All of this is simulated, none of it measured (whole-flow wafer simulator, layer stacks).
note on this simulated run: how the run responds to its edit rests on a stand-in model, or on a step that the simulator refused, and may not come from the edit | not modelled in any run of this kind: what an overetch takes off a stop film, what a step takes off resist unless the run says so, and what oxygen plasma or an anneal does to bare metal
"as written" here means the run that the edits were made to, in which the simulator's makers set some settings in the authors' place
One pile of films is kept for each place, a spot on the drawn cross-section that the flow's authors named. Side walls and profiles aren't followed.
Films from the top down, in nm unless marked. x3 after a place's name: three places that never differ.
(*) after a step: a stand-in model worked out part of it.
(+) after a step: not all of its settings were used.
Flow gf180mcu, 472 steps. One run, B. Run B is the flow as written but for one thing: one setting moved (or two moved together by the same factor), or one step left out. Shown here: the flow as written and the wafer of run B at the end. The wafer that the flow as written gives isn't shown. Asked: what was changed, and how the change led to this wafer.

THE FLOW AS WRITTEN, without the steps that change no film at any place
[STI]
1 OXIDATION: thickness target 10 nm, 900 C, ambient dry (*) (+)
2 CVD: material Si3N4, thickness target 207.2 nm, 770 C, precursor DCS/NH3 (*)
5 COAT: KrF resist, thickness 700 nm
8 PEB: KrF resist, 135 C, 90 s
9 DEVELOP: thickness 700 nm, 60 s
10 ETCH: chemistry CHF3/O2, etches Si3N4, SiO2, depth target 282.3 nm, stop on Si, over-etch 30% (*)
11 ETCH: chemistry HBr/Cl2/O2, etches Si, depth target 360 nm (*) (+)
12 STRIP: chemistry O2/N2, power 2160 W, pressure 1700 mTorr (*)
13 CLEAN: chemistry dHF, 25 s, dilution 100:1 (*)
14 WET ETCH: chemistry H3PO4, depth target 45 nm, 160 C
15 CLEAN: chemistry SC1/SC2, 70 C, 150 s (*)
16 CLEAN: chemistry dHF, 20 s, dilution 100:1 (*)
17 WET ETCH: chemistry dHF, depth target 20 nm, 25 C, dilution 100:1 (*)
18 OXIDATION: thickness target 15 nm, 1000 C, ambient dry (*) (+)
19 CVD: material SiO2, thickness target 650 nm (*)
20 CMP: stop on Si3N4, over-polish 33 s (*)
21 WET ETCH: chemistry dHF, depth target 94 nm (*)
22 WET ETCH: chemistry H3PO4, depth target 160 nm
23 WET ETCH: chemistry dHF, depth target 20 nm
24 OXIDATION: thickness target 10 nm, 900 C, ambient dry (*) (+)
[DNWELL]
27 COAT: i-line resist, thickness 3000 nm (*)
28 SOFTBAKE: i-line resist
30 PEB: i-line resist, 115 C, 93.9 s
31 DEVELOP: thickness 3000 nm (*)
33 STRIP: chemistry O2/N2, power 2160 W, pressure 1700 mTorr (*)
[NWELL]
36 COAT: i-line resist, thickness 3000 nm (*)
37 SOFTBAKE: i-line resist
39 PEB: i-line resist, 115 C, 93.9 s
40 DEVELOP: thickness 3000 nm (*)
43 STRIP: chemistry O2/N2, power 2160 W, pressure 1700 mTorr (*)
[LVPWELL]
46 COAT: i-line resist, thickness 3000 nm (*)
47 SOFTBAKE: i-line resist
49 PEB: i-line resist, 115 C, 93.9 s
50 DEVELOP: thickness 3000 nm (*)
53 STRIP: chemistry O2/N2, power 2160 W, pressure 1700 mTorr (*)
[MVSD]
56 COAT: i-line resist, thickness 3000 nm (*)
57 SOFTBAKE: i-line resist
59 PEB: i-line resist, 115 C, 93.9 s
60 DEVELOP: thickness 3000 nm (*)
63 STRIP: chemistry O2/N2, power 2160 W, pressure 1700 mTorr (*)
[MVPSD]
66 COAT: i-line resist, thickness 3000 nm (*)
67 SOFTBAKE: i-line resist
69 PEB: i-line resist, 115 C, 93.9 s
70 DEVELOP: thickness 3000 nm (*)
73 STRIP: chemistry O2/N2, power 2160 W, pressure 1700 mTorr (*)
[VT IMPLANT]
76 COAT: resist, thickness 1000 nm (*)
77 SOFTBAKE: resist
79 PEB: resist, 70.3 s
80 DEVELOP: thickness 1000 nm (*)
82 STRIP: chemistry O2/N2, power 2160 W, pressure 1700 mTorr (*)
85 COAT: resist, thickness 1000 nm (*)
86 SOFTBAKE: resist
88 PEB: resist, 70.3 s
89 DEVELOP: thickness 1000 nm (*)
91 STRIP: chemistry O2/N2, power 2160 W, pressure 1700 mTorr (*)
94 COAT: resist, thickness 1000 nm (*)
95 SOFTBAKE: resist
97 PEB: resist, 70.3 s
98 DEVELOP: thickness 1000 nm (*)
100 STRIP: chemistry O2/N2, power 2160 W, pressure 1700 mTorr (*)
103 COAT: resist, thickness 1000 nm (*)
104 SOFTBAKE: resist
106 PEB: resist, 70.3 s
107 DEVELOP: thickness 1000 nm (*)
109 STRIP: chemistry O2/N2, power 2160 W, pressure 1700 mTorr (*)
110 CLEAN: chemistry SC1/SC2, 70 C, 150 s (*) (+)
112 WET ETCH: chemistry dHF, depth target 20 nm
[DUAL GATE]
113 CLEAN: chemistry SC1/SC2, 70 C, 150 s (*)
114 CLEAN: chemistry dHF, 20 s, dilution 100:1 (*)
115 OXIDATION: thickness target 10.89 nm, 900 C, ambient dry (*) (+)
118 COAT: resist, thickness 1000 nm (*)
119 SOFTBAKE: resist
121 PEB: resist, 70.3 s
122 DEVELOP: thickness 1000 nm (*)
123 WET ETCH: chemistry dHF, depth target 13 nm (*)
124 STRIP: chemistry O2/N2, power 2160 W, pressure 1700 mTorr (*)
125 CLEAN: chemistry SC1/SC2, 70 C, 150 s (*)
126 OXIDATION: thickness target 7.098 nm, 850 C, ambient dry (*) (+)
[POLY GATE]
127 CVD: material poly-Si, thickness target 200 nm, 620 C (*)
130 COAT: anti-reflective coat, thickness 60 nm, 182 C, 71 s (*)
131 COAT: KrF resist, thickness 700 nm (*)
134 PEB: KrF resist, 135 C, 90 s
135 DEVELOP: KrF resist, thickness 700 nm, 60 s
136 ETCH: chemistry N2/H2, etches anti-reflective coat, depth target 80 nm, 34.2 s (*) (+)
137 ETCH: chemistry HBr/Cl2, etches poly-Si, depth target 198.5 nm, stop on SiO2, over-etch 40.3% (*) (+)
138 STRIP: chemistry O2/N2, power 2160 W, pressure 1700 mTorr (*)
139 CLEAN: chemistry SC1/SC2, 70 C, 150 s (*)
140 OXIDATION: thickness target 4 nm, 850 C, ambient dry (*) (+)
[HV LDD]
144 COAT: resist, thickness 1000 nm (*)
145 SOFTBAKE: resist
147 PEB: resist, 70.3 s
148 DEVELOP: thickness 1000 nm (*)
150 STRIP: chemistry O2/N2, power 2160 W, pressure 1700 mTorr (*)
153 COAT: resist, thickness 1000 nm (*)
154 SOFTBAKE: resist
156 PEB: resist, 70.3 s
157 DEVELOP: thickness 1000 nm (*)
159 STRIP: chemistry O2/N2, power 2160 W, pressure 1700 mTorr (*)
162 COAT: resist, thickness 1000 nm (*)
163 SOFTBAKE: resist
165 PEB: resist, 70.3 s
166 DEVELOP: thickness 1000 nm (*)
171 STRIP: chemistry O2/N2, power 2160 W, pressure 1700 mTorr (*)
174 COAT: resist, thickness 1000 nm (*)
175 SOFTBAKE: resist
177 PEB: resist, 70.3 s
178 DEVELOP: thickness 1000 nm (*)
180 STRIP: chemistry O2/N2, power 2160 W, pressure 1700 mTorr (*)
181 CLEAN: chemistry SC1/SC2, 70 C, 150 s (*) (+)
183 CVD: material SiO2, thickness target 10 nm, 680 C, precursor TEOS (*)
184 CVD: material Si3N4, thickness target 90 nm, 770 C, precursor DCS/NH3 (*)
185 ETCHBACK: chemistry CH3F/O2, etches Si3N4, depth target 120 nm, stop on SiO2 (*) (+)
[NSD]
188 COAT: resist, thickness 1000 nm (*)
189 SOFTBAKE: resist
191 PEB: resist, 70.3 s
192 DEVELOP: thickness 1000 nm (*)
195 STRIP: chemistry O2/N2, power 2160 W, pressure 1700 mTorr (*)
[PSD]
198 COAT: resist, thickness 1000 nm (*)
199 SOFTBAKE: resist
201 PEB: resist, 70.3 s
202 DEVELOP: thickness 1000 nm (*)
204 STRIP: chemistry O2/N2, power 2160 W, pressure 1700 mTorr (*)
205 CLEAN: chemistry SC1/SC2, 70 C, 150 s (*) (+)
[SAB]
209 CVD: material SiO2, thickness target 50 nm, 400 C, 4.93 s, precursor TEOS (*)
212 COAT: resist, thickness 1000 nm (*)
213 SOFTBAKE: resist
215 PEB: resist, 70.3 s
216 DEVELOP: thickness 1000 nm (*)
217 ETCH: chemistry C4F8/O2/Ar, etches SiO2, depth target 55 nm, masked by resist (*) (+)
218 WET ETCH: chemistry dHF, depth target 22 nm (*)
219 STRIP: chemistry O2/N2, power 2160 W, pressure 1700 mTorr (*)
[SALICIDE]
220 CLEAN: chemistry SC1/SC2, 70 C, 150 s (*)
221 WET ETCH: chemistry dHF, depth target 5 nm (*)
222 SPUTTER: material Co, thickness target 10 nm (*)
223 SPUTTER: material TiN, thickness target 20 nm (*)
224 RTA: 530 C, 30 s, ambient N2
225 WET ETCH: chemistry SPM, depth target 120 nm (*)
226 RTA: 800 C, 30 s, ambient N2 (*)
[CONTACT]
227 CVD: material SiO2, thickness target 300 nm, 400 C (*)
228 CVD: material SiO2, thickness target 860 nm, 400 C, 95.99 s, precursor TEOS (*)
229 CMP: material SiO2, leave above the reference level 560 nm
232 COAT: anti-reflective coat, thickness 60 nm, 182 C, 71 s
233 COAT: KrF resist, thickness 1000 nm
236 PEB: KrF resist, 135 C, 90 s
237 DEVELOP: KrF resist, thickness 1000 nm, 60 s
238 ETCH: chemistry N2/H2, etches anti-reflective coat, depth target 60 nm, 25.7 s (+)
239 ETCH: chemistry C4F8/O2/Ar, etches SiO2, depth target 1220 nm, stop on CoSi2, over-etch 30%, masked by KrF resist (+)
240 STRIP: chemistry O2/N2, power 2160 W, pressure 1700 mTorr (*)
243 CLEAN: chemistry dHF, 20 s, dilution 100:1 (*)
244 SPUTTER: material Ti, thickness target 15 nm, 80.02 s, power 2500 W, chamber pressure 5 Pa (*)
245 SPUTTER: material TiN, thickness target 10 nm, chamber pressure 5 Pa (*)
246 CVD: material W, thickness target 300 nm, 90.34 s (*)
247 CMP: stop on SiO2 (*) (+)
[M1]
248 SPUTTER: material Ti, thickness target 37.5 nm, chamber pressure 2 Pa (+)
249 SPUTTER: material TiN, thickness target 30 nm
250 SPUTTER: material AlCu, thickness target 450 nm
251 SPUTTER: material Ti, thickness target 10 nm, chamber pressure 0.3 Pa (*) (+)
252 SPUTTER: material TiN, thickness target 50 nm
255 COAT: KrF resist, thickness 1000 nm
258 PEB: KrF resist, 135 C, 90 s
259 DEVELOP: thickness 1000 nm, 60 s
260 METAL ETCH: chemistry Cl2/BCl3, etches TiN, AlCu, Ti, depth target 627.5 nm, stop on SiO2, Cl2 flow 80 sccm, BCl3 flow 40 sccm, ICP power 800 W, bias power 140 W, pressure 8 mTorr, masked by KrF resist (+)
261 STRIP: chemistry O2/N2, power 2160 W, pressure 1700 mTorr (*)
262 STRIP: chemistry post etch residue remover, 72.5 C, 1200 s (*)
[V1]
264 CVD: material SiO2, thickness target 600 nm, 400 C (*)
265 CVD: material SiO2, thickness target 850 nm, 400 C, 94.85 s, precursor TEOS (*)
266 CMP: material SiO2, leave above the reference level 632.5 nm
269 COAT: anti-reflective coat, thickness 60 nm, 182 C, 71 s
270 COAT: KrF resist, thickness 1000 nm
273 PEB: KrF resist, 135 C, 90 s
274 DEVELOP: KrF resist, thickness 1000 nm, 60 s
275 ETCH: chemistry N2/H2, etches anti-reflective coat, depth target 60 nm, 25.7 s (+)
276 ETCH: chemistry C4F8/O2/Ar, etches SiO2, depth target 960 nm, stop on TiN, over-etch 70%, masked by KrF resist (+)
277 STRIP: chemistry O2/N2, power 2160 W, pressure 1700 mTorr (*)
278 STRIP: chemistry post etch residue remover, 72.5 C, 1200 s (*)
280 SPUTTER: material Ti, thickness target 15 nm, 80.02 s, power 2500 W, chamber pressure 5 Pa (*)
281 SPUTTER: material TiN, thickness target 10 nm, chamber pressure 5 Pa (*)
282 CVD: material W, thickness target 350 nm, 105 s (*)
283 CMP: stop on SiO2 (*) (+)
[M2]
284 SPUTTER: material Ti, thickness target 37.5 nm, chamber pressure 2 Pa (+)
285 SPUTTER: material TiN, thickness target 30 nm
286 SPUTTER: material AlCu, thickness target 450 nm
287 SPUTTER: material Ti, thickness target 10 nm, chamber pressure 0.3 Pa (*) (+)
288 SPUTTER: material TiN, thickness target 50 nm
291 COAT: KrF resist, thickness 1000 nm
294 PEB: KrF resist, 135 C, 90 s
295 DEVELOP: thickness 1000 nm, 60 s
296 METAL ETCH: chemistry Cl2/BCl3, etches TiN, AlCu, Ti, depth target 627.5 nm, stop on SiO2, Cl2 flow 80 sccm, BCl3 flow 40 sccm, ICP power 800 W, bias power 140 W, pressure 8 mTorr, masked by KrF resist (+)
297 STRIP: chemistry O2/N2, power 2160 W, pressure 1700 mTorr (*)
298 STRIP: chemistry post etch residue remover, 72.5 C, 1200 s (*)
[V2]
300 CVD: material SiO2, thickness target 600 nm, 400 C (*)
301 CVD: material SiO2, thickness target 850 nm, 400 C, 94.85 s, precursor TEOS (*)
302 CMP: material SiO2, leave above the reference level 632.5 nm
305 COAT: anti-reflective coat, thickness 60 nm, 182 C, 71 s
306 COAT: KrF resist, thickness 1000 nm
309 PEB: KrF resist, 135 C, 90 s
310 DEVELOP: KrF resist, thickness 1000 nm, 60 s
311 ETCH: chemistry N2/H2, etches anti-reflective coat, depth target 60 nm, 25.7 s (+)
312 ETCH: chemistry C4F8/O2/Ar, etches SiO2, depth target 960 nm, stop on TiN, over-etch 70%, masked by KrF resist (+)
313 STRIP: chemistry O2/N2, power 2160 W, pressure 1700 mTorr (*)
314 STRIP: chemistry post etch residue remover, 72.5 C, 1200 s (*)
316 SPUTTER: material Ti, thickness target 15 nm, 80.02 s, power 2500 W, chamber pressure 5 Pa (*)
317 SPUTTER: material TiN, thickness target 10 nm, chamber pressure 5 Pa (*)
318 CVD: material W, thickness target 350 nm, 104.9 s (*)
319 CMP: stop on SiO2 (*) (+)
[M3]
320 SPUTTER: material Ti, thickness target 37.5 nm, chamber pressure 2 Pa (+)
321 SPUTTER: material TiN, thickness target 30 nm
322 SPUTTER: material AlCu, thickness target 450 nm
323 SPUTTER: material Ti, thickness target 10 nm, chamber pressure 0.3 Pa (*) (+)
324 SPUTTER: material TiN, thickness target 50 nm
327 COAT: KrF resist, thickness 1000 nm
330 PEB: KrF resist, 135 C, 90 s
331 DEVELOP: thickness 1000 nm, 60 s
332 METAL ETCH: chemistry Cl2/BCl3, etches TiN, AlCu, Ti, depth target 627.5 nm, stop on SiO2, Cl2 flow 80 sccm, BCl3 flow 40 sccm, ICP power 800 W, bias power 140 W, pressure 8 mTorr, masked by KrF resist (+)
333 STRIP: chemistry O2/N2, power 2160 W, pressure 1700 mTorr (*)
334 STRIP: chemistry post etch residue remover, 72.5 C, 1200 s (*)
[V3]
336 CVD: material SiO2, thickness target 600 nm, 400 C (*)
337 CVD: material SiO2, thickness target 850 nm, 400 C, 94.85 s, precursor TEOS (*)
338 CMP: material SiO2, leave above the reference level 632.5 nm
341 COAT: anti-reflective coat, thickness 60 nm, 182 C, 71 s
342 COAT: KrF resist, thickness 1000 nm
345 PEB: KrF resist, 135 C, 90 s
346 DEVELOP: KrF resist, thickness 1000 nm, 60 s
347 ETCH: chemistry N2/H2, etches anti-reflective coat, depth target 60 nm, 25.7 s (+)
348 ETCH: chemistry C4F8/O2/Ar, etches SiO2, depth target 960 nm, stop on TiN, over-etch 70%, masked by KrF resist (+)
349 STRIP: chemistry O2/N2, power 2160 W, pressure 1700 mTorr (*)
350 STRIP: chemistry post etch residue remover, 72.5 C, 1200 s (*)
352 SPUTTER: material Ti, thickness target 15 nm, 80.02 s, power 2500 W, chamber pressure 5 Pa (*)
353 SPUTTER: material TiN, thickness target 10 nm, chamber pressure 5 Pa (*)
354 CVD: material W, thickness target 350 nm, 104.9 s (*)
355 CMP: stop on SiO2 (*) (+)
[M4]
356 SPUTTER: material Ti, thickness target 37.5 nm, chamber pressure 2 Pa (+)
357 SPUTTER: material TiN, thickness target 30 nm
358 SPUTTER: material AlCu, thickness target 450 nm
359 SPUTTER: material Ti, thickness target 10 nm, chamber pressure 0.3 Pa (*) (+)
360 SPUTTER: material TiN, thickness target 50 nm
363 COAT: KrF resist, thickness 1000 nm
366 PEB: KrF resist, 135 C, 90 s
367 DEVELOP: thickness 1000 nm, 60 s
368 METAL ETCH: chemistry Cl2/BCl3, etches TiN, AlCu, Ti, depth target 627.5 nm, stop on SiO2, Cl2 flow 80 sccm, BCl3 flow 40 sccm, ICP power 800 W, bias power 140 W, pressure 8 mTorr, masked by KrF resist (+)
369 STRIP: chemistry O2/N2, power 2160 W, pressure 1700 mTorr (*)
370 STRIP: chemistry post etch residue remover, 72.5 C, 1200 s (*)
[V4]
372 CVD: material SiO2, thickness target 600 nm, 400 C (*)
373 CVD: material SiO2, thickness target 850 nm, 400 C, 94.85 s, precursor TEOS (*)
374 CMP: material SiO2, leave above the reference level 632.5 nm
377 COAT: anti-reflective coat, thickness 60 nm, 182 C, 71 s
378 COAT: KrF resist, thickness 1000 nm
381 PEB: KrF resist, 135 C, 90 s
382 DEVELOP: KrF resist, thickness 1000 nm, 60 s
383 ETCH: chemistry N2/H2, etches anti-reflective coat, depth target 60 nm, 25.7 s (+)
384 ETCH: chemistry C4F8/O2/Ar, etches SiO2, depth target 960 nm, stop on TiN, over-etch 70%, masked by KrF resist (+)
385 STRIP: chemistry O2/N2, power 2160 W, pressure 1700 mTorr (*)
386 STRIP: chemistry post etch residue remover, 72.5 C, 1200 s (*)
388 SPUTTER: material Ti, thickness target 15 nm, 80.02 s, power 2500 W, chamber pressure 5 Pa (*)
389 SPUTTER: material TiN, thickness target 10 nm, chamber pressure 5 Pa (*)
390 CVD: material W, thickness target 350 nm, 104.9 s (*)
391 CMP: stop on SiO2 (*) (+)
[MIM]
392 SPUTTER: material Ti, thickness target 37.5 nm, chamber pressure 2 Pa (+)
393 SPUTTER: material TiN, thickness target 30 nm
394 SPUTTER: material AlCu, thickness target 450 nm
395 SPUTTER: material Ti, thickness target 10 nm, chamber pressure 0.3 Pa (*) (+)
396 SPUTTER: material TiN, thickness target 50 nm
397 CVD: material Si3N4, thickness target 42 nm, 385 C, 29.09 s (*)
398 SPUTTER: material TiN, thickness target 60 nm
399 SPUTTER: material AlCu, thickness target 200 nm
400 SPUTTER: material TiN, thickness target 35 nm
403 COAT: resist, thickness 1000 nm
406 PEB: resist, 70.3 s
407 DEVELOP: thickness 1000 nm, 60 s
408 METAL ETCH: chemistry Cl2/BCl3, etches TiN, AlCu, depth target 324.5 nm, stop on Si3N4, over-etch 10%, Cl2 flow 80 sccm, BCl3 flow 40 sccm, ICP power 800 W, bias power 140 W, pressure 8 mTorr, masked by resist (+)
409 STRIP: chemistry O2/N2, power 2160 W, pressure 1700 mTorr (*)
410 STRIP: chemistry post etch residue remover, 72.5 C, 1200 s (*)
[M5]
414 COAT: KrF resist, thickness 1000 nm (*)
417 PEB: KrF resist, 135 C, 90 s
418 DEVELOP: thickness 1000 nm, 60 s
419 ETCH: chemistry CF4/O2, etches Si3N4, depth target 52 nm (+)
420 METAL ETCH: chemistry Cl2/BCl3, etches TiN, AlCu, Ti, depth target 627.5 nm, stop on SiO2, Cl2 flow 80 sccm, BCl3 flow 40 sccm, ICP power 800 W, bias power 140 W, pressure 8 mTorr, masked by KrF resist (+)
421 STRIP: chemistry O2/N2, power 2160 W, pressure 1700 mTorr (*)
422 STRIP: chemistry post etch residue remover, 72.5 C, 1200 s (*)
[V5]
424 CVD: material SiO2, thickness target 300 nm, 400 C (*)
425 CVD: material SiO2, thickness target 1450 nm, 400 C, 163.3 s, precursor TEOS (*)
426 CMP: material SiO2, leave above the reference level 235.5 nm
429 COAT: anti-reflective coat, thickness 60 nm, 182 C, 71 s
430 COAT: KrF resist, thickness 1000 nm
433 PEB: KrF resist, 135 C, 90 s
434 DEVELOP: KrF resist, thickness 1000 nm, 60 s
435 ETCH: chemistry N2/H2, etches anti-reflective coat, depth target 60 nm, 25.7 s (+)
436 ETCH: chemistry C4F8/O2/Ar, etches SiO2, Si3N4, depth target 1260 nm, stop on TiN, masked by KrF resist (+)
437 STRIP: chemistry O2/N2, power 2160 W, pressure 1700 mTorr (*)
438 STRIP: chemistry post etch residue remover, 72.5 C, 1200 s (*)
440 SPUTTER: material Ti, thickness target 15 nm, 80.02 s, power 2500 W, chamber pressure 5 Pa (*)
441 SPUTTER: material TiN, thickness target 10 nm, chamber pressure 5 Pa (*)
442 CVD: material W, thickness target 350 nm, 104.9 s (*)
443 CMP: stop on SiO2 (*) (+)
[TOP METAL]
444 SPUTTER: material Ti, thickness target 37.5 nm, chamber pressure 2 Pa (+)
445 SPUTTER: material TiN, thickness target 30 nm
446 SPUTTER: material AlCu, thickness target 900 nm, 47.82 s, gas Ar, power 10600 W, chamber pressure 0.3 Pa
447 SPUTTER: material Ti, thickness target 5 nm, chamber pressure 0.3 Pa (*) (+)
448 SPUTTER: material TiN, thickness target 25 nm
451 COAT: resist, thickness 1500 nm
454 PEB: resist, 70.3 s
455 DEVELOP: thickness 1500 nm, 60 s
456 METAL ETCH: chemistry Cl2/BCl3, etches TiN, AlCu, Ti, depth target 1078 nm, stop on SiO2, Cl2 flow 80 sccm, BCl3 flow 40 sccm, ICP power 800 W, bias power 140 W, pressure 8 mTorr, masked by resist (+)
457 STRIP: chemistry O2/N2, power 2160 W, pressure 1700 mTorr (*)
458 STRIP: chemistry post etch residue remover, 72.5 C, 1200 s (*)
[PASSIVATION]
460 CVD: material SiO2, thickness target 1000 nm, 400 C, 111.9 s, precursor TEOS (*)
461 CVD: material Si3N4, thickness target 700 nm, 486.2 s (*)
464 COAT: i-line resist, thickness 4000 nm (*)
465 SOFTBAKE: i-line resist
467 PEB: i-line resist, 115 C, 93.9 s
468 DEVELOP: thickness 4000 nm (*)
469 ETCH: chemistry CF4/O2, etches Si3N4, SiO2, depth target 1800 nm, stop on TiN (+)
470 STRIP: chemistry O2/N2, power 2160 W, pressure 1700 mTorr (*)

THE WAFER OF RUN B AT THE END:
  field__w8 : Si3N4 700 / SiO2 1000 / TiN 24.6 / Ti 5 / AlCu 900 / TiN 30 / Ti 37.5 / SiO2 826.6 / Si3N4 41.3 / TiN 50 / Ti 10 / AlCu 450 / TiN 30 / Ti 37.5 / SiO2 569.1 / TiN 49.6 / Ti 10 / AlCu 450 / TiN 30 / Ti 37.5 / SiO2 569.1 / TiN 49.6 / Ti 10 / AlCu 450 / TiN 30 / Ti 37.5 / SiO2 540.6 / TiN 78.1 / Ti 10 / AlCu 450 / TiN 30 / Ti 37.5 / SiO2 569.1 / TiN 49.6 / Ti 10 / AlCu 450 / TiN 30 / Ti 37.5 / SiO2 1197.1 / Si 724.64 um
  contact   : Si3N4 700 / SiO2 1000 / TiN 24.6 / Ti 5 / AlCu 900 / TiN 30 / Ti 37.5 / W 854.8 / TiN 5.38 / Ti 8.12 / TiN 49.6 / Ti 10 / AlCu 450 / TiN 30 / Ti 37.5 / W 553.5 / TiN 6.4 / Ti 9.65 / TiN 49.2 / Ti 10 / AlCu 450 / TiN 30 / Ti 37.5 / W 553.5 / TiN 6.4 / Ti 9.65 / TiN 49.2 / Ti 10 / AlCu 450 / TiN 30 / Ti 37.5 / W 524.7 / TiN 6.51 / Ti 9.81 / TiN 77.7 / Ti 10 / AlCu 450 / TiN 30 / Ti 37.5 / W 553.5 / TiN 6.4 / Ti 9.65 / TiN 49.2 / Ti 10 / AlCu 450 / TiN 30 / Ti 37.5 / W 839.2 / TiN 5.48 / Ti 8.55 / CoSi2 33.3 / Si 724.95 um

The cause: step 288, SPUTTER: thickness target 78.5 nm was run, where the flow has thickness target 50 nm.

How the change led to this, step by step:
  288 SPUTTER: material TiN, thickness target 50 nm
      field, field__w1, field__w2 and 108 more: TiN +78.5 (new film) (as written it would be: TiN +50 (new film))
  296 METAL ETCH: chemistry Cl2/BCl3, etches TiN, AlCu, Ti, depth target 627.5 nm, stop on SiO2, Cl2 flow 80 sccm, BCl3 flow 40 sccm, ICP power 800 W, bias power 140 W, pressure 8 mTorr, masked by KrF resist (+)
      field, field__w1, field__w2 and 103 more: TiN -78.5 (all of it), Ti -10 (all of it), AlCu -450 (all of it), TiN -30 (all of it), Ti -37.5 (all of it) (as written it would be: TiN -50 (all of it), Ti -10 (all of it), AlCu -450 (all of it), TiN -30 (all of it), Ti -37.5 (all of it))
  302 CMP: material SiO2, leave above the reference level 632.5 nm
      field__w8, contact, m1, m1__w1, m1_nw: SiO2 -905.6 (as written it would be: SiO2 -877.1)
  312 ETCH: chemistry C4F8/O2/Ar, etches SiO2, depth target 960 nm, stop on TiN, over-etch 70%, masked by KrF resist (+)
      field, field__w1, field__w2 and 107 more: KrF resist -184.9 (as written it would be: KrF resist -192)
      contact: SiO2 -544 (all of it) (as written it would be: SiO2 -572.5 (all of it))
  318 CVD: material W, thickness target 350 nm, 104.9 s (*)
      contact: W +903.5 (new film) (as written it would be: W +932.3 (new film))
